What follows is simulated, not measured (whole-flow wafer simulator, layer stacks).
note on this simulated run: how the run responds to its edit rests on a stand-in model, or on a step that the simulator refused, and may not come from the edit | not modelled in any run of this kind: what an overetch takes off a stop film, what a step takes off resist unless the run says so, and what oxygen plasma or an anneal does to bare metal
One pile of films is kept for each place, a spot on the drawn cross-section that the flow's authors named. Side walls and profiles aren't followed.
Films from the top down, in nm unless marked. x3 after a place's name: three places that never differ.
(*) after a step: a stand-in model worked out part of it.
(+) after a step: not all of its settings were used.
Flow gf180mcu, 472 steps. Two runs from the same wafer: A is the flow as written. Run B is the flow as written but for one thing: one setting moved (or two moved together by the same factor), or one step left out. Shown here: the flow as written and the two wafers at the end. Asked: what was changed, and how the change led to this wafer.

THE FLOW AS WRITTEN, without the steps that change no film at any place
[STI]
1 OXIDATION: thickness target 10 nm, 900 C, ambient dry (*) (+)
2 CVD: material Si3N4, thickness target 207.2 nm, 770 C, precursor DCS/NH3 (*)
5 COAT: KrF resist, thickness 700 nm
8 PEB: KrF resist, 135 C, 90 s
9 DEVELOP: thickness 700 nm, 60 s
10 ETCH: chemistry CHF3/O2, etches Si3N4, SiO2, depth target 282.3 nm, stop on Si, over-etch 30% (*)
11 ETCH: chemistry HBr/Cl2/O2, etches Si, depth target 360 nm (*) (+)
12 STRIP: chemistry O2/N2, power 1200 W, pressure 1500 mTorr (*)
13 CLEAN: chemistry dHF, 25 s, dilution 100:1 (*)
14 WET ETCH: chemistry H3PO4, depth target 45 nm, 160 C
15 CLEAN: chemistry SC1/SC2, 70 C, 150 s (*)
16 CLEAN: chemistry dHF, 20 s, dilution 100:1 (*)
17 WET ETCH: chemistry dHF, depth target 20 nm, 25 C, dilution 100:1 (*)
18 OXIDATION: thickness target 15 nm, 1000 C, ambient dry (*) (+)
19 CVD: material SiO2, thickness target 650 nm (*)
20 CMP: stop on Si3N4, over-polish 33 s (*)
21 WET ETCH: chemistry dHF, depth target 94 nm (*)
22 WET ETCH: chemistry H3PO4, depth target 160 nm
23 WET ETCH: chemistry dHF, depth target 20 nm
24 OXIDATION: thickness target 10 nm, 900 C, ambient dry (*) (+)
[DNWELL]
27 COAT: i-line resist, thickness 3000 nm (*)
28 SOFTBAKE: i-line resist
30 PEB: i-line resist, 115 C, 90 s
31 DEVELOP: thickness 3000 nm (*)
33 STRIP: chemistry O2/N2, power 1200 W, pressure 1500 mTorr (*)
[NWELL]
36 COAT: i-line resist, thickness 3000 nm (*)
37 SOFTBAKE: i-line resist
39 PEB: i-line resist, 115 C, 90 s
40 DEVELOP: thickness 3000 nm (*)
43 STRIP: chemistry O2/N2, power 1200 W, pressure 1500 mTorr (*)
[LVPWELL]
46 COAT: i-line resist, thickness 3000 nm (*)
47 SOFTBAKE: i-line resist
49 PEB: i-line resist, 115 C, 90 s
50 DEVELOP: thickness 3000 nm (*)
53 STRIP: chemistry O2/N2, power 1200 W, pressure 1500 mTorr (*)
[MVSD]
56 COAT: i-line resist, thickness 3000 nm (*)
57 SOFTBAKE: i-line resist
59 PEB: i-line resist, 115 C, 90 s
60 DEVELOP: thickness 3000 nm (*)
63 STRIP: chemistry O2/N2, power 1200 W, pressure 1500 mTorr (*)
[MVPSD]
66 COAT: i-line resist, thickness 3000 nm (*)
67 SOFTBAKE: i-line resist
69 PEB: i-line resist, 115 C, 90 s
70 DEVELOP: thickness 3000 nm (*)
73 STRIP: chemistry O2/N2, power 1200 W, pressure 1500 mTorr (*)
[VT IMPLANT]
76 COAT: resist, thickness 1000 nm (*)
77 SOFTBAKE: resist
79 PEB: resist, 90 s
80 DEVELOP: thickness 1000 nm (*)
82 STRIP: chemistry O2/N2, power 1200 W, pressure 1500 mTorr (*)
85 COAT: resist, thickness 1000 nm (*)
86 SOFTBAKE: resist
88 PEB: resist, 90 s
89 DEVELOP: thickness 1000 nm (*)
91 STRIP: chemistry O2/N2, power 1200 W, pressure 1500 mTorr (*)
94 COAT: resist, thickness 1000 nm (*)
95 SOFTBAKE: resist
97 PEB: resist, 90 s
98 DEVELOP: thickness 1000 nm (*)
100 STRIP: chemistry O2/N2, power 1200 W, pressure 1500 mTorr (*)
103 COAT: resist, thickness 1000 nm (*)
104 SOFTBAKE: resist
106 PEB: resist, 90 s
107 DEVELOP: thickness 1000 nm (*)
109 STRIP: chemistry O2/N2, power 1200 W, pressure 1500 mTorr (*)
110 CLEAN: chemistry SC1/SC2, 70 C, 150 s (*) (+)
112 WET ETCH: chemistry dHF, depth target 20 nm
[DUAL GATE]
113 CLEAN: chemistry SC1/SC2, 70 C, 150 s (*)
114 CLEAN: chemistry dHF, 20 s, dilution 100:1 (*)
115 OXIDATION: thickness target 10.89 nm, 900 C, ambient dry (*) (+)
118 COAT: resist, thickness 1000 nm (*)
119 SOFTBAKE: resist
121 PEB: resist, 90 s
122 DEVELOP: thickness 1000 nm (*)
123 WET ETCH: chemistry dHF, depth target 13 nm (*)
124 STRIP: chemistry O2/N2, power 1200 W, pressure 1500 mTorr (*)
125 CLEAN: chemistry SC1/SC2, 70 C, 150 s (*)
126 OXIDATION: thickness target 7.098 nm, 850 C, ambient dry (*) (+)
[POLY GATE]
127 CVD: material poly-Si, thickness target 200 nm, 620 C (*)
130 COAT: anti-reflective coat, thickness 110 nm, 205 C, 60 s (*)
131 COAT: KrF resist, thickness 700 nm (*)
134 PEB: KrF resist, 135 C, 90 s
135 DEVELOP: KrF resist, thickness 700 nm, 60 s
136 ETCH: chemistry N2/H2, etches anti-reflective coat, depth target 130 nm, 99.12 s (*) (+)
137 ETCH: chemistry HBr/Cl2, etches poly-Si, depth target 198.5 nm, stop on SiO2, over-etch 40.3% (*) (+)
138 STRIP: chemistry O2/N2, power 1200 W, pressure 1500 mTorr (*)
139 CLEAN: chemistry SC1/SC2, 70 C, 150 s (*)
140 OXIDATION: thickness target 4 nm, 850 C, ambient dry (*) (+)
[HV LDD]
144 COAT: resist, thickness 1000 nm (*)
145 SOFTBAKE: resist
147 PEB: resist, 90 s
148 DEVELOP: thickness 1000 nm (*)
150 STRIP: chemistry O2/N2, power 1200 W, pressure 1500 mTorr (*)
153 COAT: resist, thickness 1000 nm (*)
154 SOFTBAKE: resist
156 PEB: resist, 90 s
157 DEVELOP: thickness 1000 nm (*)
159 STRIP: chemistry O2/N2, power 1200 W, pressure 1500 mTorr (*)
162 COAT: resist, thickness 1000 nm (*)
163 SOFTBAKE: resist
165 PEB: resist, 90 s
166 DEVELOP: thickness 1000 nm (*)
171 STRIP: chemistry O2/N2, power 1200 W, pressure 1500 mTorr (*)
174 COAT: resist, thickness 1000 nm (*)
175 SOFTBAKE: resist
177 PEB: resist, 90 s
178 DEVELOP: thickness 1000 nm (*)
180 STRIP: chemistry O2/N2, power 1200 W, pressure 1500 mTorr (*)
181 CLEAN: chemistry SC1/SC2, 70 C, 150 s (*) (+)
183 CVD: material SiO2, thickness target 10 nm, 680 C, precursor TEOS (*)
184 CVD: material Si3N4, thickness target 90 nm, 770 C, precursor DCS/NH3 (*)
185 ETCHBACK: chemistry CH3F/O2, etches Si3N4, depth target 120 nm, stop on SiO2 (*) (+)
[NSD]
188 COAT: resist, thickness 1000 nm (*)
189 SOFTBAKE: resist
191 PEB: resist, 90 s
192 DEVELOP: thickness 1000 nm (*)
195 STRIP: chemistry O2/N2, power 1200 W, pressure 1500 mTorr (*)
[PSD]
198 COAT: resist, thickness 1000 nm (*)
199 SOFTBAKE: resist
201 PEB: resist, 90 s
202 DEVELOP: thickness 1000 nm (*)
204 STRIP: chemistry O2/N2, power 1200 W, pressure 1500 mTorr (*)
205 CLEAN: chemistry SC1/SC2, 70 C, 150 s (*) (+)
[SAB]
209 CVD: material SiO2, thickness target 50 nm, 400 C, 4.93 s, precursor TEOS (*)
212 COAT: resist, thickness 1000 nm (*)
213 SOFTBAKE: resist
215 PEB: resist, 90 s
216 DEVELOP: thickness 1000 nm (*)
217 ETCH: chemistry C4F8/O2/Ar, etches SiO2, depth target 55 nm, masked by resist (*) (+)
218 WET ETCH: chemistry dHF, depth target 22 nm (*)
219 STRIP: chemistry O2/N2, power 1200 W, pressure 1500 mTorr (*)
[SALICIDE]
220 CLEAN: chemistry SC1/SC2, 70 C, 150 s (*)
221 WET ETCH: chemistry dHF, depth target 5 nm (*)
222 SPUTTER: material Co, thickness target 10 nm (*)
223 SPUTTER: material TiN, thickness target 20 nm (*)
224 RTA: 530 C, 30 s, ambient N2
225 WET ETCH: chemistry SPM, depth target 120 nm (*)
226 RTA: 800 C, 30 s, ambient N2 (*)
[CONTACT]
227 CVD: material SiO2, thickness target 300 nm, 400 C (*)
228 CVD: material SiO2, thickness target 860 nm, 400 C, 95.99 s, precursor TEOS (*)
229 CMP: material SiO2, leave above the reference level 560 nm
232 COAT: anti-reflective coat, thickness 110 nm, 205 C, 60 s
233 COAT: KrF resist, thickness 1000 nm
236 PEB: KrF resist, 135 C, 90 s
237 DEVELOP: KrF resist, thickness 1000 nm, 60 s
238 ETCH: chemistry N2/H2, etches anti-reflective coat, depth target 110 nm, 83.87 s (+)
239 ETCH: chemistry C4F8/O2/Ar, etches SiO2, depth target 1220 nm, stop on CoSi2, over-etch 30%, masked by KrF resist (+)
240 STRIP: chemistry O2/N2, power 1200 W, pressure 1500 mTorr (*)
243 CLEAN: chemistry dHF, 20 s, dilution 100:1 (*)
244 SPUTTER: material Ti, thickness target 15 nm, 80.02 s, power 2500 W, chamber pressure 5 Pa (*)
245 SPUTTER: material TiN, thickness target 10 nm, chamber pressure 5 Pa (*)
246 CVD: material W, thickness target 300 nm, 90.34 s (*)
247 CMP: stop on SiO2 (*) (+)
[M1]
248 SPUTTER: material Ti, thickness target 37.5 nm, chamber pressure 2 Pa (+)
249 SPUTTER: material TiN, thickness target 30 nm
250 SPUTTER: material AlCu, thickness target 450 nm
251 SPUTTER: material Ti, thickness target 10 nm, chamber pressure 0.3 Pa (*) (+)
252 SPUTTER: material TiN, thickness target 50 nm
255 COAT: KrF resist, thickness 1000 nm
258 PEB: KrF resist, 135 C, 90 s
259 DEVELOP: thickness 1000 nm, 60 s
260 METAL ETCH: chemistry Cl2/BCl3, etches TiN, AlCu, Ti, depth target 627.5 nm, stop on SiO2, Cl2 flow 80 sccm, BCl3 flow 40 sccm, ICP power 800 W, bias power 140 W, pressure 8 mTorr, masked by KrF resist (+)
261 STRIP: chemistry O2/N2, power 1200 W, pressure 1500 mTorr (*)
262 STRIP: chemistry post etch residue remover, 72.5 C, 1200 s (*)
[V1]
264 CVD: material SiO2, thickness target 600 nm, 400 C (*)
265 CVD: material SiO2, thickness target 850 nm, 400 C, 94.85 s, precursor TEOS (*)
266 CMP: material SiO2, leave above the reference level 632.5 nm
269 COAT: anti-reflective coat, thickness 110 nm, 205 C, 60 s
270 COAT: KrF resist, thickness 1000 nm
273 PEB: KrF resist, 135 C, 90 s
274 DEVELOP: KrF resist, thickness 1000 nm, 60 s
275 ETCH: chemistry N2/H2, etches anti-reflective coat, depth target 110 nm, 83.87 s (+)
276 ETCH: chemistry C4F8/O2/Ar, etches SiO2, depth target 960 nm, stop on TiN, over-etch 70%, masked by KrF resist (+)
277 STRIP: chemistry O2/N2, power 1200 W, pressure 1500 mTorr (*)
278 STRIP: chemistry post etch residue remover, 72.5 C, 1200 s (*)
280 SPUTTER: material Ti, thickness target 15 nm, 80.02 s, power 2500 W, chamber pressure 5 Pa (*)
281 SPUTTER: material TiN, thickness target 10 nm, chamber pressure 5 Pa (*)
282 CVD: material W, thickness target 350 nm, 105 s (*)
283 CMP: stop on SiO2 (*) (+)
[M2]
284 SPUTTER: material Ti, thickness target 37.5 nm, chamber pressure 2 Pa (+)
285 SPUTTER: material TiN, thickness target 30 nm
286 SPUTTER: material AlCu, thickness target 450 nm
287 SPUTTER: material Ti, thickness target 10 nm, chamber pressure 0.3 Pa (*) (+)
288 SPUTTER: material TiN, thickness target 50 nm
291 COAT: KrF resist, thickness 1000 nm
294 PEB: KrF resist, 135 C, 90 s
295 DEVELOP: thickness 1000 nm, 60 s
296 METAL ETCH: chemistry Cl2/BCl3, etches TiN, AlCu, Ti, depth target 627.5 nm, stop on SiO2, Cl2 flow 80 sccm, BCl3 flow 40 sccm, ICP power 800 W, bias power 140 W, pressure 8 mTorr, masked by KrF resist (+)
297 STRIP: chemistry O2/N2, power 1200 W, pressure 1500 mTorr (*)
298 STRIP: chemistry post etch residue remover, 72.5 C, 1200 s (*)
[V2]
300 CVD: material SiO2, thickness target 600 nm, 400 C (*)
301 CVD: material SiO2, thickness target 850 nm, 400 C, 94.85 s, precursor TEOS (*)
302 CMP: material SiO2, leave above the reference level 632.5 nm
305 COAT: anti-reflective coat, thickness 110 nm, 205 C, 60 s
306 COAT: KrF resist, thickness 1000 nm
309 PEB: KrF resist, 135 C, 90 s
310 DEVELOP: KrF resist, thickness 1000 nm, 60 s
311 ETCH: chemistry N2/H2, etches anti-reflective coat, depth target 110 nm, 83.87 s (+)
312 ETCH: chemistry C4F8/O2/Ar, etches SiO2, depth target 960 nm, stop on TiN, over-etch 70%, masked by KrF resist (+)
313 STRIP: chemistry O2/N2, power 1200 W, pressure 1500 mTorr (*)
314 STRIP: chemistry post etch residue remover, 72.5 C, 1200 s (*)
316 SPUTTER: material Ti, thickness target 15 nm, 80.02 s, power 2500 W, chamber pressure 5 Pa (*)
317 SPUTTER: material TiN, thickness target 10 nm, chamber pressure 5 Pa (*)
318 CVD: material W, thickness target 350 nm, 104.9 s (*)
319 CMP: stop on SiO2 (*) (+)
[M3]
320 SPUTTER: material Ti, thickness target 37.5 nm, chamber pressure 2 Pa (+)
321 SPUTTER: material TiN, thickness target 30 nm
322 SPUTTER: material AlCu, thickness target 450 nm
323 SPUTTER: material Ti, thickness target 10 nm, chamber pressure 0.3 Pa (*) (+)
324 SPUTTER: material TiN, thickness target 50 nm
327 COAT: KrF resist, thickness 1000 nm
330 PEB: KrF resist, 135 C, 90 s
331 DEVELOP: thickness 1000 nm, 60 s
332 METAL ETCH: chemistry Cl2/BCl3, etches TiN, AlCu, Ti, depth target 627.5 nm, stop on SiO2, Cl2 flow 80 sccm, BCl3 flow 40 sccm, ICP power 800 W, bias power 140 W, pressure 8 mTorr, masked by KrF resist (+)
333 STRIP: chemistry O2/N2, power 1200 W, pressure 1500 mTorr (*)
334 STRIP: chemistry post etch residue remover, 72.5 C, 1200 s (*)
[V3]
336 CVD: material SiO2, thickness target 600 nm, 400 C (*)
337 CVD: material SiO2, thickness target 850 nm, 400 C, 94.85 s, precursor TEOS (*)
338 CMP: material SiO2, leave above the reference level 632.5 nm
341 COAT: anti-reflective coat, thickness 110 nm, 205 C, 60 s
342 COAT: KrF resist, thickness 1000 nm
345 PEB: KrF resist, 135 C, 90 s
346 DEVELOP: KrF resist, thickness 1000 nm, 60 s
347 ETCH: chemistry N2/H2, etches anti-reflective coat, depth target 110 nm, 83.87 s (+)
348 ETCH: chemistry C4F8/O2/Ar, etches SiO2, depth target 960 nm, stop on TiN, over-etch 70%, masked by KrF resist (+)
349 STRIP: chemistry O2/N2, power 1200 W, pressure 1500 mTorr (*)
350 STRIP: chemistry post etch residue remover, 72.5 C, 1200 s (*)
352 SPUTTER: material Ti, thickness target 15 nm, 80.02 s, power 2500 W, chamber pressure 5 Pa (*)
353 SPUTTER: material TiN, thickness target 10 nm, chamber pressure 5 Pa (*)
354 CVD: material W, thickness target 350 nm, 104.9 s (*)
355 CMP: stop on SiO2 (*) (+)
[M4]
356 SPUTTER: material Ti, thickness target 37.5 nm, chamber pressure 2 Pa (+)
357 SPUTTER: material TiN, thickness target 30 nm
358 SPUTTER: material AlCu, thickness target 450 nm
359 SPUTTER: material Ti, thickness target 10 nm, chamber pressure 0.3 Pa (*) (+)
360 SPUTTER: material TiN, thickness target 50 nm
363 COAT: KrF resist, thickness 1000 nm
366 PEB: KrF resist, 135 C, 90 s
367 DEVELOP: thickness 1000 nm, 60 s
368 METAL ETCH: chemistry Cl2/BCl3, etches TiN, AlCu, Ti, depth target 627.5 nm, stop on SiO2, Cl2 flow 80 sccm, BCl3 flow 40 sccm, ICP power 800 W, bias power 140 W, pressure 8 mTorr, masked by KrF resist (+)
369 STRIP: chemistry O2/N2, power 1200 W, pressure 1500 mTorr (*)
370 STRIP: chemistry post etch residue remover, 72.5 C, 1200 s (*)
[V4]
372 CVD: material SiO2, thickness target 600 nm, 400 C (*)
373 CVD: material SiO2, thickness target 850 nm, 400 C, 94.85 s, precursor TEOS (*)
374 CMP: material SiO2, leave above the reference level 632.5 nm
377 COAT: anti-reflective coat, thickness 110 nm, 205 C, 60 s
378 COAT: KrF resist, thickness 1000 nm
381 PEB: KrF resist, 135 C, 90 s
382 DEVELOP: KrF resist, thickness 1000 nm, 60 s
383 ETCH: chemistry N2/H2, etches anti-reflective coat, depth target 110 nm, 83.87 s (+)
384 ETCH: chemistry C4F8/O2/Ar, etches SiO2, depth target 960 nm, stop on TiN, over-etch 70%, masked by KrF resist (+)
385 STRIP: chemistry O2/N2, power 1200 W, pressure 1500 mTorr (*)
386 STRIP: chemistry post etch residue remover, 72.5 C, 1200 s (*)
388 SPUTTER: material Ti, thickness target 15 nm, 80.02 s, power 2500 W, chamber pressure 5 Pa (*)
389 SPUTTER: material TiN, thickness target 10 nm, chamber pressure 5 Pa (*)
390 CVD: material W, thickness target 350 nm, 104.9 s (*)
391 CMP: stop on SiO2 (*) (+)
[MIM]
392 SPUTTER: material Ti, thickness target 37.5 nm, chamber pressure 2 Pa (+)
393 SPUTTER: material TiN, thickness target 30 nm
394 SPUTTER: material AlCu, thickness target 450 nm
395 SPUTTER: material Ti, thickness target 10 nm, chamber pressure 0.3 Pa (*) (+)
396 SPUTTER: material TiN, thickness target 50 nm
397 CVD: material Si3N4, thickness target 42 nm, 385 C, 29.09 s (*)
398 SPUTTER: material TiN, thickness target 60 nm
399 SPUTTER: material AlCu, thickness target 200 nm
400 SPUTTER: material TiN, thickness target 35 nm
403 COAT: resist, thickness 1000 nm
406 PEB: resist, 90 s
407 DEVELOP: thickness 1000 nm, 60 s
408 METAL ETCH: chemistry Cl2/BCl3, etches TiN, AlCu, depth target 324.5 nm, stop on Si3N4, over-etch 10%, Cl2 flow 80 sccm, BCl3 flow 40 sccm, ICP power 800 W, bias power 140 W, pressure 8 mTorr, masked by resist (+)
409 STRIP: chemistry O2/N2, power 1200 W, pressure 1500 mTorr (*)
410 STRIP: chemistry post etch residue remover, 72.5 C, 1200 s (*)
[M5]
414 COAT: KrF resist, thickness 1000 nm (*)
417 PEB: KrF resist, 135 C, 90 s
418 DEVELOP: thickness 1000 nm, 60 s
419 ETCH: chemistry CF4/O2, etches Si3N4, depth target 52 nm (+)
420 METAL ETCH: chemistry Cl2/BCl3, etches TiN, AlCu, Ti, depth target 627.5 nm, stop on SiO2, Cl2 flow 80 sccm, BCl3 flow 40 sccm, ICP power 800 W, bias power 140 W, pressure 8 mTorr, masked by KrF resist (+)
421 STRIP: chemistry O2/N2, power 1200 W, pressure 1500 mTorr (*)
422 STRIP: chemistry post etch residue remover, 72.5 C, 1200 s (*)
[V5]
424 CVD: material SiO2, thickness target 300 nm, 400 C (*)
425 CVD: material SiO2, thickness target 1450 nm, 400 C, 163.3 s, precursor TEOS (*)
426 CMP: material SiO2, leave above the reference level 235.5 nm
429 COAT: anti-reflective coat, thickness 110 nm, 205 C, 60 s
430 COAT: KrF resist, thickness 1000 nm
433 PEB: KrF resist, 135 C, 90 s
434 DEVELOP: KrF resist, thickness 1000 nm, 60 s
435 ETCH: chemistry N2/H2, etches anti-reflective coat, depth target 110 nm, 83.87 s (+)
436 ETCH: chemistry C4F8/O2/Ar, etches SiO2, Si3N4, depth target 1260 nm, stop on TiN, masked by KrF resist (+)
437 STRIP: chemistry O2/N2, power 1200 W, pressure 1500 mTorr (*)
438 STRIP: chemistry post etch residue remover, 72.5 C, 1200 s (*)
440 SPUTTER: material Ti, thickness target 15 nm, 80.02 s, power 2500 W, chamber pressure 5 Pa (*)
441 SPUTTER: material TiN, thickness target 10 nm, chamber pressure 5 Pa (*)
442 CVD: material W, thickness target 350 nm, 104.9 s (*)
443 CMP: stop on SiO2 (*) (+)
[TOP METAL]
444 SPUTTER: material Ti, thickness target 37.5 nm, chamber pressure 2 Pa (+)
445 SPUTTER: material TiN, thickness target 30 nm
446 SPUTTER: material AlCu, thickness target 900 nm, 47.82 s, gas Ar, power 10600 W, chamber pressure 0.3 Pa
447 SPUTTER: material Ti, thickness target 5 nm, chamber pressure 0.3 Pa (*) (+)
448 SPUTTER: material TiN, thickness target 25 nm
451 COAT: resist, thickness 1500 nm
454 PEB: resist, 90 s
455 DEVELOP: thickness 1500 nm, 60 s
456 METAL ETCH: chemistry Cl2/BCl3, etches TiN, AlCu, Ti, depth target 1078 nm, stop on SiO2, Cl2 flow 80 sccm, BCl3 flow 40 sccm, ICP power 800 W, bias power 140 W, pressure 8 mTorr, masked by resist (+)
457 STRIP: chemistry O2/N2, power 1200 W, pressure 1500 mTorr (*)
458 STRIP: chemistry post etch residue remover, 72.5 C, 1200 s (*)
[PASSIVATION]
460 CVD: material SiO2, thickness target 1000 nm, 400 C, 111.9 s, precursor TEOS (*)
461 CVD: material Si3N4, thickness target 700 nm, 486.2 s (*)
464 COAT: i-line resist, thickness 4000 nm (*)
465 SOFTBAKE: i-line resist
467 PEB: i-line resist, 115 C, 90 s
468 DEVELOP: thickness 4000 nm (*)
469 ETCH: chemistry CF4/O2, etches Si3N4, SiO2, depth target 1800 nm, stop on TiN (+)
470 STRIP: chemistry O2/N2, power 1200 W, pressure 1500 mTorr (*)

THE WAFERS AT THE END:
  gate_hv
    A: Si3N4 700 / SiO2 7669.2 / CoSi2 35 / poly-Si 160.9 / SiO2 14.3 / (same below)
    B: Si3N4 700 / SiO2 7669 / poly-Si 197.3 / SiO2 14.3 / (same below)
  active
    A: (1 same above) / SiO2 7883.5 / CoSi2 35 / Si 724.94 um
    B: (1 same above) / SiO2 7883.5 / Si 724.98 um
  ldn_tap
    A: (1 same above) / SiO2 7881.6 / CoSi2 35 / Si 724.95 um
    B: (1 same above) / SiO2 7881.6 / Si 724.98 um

The cause: step 222, SPUTTER: material Co, thickness target 10 nm (*), was left out.

How the change led to this, step by step:
  224 RTA: 530 C, 30 s, ambient N2
      gate, gate_hv, gate_p and 22 more: A under 1 film: CoSi +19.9 (new film), Co -10 (all of it), poly-Si -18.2 | B nothing
      active, p_well, sd_n and 11 more: A under 1 film: CoSi +19.9 (new film), Co -10 (all of it), Si -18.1 | B nothing
      (and at 10 more places)
  225 WET ETCH: chemistry SPM, depth target 120 nm (*)
      field, field__w7, field__w8 and 32 more: A TiN -20 (all of it), Co -10 (all of it) | B TiN -20 (all of it)
      field_sub, field_sub__w2: A TiN -19.9 (all of it), Co -9.95 (all of it) | B TiN -19.9 (all of it)
      (and at 25 more places)
  226 RTA: 800 C, 30 s, ambient N2 (*)
      gate, gate_hv, gate_p and 22 more: A CoSi2 +35 (new film), CoSi -19.9 (all of it), poly-Si -18.2 | B nothing
      active, p_well, sd_n and 11 more: A CoSi2 +35 (new film), CoSi -19.9 (all of it), Si -18.1 | B nothing
      (and at 10 more places)
  239 ETCH: chemistry C4F8/O2/Ar, etches SiO2, depth target 1220 nm, stop on CoSi2, over-etch 30%, masked by KrF resist (+)
      polyc_n, polyc_p: A SiO2 -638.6 (all of it) | B SiO2 -638.4 (all of it), poly-Si -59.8
      contact: A SiO2 -859.2 (all of it) | B SiO2 -859.2 (all of it), Si -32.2
  240 STRIP: chemistry O2/N2, power 1200 W, pressure 1500 mTorr (*)
      polyc_n, polyc_p: A nothing | B chemical SiO2 +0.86 (new film), poly-Si -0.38
      contact: A nothing | B chemical SiO2 +0.86 (new film), Si -0.38
  243 CLEAN: chemistry dHF, 20 s, dilution 100:1 (*)
      contact, polyc_n, polyc_p: A CoSi2 -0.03 | B chemical SiO2 -0.86 (all of it)
  246 CVD: material W, thickness target 300 nm, 90.34 s (*)
      polyc_n, polyc_p: A W +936 (new film) | B W +995.9 (new film)
      contact: A W +1167.5 (new film) | B W +1200.3 (new film)
  471 ANNEAL: 400 C, 1800 s, ambient N2/H2
      polyc_n, polyc_p: A nothing | B under 9 films: void +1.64 (new film), Ti -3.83, TiSi first +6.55 (new film), poly-Si -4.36
      contact: A nothing | B under 49 films: void +1.62 (new film), Ti -3.83, TiSi first +6.55 (new film), Si -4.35
Counting metal films that touch as one body, gate_hv has 0 bodies; the flow as written gives 1 body.
Counting metal films that touch as one body, active has 0 bodies; the flow as written gives 1 body.
Counting metal films that touch as one body, ldn_tap has 0 bodies; the flow as written gives 1 body.
